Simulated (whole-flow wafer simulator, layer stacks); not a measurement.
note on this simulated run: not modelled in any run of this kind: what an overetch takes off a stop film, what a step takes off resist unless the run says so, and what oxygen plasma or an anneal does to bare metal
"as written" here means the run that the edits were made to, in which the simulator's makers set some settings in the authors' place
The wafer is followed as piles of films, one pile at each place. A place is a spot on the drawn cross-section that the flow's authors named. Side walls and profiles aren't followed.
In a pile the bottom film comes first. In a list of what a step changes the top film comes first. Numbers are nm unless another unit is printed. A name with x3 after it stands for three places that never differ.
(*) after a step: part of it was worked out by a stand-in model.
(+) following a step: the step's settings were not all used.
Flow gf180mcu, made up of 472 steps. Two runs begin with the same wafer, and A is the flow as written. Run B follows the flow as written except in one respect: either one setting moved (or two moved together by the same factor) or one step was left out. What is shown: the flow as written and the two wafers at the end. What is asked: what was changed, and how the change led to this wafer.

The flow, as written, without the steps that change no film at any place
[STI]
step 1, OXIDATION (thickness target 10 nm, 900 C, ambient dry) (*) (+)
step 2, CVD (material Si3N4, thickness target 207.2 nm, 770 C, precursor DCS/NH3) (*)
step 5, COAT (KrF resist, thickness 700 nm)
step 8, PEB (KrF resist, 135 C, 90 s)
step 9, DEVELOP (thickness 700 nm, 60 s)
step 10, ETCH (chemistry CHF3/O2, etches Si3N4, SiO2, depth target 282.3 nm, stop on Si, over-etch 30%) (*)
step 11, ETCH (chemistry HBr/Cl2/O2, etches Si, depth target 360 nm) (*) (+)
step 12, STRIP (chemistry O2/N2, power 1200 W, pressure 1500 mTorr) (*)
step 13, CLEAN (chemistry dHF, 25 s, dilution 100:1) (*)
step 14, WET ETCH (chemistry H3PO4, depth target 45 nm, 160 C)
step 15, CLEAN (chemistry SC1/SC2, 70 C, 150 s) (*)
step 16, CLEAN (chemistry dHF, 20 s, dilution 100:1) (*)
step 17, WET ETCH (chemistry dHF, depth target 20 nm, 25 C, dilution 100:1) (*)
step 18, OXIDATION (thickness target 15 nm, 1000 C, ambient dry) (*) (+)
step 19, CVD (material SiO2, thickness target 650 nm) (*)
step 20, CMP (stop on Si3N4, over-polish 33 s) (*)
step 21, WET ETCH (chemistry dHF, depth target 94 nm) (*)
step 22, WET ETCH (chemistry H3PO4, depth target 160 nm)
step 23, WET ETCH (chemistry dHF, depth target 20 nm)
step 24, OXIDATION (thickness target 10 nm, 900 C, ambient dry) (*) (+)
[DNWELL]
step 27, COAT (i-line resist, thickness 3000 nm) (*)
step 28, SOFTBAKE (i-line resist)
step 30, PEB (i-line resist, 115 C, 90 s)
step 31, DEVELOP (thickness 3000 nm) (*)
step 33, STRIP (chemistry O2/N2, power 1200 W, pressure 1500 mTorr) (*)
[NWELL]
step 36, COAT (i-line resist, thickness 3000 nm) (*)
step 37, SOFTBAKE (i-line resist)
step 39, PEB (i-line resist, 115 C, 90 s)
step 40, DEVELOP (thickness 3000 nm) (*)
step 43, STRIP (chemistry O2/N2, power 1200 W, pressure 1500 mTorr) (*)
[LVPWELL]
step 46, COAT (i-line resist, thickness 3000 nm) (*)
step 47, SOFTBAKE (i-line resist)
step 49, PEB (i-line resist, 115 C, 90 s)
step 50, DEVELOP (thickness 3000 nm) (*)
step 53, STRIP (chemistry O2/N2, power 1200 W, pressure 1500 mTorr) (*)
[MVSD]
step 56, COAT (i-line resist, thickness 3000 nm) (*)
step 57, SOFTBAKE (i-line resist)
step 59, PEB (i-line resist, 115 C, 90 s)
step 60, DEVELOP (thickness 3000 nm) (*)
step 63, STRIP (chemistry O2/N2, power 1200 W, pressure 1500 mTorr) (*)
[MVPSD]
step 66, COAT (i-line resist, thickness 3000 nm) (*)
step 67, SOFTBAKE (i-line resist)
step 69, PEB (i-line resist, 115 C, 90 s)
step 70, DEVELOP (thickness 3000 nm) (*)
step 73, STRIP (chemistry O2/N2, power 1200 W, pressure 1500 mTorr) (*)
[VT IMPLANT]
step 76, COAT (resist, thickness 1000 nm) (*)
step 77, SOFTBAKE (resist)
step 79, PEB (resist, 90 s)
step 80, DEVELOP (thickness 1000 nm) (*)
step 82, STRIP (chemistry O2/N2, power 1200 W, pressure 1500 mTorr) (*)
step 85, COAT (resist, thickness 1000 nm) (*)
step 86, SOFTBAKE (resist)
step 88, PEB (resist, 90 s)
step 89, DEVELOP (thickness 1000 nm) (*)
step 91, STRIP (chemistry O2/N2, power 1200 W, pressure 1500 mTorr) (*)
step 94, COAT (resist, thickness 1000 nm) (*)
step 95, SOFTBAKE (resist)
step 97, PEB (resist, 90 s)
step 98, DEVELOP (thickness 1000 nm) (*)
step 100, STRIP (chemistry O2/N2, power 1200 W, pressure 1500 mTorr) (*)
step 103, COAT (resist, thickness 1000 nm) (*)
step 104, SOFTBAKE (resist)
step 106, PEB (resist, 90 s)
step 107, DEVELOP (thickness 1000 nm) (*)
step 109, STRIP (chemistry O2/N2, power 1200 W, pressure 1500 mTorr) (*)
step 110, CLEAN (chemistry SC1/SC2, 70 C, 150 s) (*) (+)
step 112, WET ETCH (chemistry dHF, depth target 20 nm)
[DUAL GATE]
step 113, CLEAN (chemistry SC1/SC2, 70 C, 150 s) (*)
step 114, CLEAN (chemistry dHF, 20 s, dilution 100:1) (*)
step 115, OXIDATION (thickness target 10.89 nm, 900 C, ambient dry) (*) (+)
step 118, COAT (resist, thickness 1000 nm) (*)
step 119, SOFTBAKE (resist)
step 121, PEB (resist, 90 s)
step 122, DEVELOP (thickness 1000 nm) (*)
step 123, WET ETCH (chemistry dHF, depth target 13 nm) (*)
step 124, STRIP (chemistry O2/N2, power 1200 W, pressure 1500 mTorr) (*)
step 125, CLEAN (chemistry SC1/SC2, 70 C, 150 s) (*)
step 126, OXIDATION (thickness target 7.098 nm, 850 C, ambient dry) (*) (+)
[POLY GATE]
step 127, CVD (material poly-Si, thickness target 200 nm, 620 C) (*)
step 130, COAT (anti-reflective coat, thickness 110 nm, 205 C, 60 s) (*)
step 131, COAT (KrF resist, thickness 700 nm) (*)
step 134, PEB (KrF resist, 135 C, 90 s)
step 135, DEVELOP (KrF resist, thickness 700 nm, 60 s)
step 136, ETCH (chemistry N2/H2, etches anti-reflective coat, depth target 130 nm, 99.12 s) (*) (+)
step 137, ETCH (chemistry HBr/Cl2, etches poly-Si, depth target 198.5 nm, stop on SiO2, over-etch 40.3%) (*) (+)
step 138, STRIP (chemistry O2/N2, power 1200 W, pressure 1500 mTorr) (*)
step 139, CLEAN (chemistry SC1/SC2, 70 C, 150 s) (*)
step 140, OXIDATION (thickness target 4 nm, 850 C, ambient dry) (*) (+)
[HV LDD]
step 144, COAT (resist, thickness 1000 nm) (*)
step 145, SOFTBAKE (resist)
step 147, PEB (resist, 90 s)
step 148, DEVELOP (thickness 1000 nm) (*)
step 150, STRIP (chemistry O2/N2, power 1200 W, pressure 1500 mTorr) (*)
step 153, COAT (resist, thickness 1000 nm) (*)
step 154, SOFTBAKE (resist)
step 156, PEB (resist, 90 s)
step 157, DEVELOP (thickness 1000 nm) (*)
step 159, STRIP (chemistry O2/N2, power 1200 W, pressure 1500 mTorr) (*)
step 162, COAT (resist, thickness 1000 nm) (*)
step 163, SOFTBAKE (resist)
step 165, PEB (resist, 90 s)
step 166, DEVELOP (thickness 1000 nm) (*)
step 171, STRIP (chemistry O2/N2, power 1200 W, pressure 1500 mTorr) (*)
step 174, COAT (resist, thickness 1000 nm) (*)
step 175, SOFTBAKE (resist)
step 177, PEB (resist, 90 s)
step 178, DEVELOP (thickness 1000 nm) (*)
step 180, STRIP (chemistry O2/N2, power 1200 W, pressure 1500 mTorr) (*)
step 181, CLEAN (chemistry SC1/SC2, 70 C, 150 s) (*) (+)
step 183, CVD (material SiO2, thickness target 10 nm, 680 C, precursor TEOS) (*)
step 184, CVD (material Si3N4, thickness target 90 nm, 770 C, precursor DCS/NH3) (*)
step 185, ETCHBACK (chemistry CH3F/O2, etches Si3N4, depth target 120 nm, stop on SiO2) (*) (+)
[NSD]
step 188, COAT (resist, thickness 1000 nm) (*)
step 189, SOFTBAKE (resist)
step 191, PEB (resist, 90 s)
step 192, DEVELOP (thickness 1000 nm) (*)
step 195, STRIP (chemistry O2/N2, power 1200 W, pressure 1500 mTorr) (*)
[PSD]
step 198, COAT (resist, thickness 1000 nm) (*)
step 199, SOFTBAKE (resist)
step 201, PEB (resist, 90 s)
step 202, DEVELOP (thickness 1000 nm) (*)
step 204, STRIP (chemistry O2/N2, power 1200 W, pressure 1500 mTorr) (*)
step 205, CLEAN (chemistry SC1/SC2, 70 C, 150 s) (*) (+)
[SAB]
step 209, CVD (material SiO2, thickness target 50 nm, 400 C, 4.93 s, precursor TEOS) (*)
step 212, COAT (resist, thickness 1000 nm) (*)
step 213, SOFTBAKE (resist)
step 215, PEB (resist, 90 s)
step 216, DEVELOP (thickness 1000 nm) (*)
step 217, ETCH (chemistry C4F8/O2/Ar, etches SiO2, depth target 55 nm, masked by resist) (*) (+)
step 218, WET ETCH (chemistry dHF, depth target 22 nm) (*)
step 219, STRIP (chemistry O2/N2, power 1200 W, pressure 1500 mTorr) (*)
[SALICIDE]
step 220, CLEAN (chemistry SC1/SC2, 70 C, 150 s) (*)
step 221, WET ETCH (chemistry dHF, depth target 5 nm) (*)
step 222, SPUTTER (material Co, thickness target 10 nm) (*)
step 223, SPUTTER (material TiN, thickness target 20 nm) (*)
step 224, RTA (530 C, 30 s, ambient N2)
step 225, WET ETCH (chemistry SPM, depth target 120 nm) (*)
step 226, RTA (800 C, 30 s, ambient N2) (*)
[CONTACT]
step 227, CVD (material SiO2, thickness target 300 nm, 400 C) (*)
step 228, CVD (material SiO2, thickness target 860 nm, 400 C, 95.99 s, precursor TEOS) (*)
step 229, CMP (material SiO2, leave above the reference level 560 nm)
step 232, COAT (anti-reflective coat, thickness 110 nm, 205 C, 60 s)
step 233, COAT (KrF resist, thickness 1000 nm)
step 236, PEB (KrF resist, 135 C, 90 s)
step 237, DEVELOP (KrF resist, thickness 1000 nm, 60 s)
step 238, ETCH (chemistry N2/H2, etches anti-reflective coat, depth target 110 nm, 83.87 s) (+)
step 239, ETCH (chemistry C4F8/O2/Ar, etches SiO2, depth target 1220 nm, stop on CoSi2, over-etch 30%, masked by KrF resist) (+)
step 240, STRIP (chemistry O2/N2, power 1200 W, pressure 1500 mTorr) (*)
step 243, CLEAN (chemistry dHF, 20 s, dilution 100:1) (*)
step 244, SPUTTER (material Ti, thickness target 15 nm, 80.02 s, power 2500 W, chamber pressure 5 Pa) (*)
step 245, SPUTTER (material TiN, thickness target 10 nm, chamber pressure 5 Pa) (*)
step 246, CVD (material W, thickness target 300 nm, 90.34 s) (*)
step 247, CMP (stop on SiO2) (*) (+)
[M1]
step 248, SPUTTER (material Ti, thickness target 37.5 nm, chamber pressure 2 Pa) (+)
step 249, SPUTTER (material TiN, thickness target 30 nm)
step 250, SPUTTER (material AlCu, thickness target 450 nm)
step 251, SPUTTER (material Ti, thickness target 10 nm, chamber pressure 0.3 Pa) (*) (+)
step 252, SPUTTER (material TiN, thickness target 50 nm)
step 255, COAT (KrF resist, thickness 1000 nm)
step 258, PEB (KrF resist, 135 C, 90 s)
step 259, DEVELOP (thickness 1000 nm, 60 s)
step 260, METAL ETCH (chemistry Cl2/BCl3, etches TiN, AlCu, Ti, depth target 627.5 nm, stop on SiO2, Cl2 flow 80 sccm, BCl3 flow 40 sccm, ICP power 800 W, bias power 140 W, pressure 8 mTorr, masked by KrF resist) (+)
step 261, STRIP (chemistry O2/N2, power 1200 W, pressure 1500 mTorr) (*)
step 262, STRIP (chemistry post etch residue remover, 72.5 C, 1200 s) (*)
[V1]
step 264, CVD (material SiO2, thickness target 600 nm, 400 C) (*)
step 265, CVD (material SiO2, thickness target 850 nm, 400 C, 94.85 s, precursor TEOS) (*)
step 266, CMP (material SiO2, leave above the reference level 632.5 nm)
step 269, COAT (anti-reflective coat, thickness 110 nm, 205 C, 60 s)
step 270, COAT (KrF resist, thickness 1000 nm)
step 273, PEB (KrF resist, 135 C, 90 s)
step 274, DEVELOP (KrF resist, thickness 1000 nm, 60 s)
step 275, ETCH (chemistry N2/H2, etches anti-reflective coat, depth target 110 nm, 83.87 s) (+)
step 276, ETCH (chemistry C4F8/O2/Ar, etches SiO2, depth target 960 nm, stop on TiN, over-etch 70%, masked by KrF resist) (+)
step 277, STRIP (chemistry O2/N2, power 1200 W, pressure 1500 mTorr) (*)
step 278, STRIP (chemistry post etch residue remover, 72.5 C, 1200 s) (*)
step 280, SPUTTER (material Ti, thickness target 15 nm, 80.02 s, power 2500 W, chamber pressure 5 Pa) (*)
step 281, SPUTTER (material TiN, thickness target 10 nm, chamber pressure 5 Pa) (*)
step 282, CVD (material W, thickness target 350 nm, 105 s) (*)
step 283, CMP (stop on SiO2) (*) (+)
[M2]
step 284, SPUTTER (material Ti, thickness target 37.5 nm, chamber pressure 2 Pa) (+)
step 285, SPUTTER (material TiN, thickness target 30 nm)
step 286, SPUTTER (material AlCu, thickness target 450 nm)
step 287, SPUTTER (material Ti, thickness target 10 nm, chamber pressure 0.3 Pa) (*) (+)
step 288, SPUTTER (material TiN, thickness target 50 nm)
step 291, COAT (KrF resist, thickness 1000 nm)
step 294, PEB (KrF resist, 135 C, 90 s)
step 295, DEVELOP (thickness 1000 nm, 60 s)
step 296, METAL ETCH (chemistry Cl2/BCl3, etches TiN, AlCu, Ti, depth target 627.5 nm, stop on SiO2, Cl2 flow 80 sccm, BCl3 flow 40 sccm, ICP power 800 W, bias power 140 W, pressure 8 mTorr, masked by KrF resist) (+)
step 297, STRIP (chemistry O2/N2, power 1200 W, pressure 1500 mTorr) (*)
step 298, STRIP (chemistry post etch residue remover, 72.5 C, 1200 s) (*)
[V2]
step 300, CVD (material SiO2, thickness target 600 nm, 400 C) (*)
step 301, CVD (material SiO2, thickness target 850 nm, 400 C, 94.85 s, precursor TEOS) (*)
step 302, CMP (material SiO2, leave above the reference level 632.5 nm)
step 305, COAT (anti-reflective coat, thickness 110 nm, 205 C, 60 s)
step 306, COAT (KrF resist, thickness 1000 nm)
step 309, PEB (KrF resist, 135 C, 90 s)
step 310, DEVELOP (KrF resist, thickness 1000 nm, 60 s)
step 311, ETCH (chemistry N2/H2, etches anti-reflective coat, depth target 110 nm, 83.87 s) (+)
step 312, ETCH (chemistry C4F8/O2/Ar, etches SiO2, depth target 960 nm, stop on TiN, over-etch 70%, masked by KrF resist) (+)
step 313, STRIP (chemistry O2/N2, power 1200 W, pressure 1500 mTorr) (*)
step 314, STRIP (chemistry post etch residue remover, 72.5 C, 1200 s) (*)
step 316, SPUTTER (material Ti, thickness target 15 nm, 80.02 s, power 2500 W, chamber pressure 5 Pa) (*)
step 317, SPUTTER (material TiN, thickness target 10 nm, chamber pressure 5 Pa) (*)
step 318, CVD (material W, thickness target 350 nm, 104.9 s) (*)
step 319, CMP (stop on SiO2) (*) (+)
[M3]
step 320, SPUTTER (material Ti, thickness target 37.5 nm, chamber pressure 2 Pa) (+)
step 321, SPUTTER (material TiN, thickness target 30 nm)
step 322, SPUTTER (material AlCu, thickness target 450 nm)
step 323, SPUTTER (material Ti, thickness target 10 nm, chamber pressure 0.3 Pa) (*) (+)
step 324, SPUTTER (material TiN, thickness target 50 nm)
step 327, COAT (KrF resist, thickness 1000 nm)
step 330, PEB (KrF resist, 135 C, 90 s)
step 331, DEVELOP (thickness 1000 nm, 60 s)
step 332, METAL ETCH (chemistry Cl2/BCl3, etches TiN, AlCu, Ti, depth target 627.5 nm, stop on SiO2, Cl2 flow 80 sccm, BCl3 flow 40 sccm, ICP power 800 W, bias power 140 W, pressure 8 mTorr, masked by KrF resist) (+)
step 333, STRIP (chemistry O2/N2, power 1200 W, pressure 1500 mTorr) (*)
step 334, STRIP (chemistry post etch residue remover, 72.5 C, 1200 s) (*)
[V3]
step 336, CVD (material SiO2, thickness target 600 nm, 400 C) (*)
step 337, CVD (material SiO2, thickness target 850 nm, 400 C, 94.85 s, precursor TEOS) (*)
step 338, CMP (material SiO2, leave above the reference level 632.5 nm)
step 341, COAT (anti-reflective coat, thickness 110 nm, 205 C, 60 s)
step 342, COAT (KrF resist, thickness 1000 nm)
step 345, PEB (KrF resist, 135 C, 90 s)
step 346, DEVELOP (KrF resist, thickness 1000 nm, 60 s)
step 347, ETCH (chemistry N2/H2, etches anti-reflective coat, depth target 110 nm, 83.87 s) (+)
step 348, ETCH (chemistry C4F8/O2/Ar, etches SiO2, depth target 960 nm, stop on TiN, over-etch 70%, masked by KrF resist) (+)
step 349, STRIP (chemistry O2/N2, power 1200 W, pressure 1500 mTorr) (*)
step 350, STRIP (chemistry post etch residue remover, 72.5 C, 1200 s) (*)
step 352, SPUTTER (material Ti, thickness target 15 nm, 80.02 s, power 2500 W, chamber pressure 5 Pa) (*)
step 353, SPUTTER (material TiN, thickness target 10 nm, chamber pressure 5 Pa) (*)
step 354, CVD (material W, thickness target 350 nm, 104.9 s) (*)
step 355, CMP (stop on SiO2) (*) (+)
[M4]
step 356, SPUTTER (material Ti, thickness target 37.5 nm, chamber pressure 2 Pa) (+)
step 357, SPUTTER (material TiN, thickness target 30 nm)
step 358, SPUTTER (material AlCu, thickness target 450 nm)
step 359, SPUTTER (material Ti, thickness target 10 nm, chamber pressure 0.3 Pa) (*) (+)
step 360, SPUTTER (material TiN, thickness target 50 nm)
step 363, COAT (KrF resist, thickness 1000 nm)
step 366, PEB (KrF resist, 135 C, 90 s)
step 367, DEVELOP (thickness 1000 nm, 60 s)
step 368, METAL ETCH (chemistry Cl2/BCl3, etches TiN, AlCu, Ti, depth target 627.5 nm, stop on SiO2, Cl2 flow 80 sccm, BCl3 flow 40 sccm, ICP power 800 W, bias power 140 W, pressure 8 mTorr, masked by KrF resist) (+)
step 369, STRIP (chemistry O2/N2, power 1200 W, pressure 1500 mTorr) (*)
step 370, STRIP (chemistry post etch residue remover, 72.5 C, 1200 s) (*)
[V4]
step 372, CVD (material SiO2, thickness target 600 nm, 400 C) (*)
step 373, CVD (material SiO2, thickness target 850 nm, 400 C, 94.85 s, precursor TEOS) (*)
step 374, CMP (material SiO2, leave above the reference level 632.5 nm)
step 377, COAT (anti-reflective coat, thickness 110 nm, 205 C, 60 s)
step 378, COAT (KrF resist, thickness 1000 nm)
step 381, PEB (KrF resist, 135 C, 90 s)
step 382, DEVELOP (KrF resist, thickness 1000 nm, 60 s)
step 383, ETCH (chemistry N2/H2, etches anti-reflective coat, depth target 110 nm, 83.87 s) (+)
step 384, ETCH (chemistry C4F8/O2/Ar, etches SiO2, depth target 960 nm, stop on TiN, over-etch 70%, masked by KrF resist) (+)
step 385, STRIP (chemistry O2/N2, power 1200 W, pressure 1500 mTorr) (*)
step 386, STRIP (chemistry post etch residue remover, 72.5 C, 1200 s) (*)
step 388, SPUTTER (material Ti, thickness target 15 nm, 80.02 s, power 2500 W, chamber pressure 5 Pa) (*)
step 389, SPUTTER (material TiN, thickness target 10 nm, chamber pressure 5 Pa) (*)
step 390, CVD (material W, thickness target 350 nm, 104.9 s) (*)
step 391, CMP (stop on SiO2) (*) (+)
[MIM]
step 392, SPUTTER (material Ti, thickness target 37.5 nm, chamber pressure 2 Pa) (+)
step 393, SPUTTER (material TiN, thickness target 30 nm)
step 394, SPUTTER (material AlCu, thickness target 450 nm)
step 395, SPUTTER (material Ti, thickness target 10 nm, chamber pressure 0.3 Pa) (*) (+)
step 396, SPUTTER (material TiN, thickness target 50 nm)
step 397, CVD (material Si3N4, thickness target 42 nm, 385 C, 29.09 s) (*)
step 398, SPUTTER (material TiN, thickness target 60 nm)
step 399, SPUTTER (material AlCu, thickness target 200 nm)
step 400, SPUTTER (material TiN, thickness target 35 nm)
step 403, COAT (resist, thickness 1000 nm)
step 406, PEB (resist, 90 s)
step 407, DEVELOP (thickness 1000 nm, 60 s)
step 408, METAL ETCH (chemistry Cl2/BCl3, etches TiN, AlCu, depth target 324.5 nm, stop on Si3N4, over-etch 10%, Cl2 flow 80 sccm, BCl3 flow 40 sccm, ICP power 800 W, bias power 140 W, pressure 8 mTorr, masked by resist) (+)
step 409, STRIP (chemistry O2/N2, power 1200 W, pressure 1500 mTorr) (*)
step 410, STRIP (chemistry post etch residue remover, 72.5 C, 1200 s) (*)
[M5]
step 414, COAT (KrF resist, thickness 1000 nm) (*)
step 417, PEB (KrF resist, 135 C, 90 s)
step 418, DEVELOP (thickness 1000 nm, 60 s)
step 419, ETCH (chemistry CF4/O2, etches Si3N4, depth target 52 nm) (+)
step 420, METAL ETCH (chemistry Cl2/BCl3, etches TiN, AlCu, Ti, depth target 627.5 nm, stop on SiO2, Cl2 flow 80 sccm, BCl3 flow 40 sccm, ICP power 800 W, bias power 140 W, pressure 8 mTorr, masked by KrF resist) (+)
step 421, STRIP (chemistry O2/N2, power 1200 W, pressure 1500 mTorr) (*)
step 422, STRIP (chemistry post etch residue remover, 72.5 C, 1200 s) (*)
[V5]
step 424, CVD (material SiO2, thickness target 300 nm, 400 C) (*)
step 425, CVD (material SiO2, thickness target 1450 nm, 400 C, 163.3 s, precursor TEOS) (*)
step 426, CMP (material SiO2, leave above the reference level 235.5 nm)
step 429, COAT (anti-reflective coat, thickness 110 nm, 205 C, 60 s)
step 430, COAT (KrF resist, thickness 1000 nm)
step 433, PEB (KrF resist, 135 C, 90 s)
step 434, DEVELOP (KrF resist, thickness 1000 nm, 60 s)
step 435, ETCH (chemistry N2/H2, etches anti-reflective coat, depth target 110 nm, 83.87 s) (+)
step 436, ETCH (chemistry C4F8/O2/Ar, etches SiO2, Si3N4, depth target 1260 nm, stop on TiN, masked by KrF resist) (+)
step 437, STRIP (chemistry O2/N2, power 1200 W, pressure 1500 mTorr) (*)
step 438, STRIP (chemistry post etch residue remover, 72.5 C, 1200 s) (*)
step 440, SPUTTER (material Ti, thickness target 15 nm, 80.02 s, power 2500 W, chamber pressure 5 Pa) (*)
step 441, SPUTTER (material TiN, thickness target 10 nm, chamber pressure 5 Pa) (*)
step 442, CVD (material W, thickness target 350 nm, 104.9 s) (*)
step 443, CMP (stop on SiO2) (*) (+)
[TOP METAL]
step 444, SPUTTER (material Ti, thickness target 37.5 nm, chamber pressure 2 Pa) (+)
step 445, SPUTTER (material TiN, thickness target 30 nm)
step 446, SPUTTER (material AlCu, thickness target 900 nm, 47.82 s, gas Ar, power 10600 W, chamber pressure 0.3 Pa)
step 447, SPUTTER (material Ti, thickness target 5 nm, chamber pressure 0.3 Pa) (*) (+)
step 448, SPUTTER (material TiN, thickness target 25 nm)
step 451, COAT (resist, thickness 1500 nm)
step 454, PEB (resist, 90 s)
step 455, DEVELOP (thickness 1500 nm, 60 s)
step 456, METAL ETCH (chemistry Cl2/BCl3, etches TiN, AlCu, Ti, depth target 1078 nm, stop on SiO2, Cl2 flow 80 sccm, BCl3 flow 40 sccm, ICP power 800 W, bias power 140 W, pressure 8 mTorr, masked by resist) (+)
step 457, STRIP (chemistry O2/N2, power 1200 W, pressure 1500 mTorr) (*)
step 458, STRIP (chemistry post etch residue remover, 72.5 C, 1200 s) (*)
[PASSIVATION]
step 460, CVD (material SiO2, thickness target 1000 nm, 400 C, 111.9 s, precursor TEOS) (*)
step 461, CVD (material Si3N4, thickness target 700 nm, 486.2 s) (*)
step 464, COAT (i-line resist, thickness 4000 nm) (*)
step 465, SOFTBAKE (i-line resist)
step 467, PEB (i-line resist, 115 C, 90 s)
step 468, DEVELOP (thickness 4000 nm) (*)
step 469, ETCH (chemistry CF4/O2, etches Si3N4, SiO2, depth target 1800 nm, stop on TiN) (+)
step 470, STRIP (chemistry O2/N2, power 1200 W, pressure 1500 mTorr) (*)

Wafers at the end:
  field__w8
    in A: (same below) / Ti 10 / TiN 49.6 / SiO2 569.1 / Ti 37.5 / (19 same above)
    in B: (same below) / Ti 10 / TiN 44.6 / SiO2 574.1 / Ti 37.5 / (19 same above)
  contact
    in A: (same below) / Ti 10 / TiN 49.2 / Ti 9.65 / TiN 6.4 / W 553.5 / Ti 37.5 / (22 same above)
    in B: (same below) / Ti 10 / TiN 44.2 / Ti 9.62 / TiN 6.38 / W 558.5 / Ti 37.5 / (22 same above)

What caused this: step 324, SPUTTER: thickness target 45 nm was run, while the flow as written has thickness target 50 nm.

Step by step, how the change led to this:
  step 324, SPUTTER (material TiN, thickness target 50 nm)
      field, field__w1, field__w2 and 108 more: A TiN gains 50 (new film) | B TiN gains 45 (new film)
  step 332, METAL ETCH (chemistry Cl2/BCl3, etches TiN, AlCu, Ti, depth target 627.5 nm, stop on SiO2, Cl2 flow 80 sccm, BCl3 flow 40 sccm, ICP power 800 W, bias power 140 W, pressure 8 mTorr, masked by KrF resist) (+)
      field, field__w1, field__w2 and 103 more: A TiN loses 50 (all of it), Ti loses 10 (all of it), AlCu loses 450 (all of it), TiN loses 30 (all of it), Ti loses 37.5 (all of it) | B TiN loses 45 (all of it), Ti loses 10 (all of it), AlCu loses 450 (all of it), TiN loses 30 (all of it), Ti loses 37.5 (all of it)
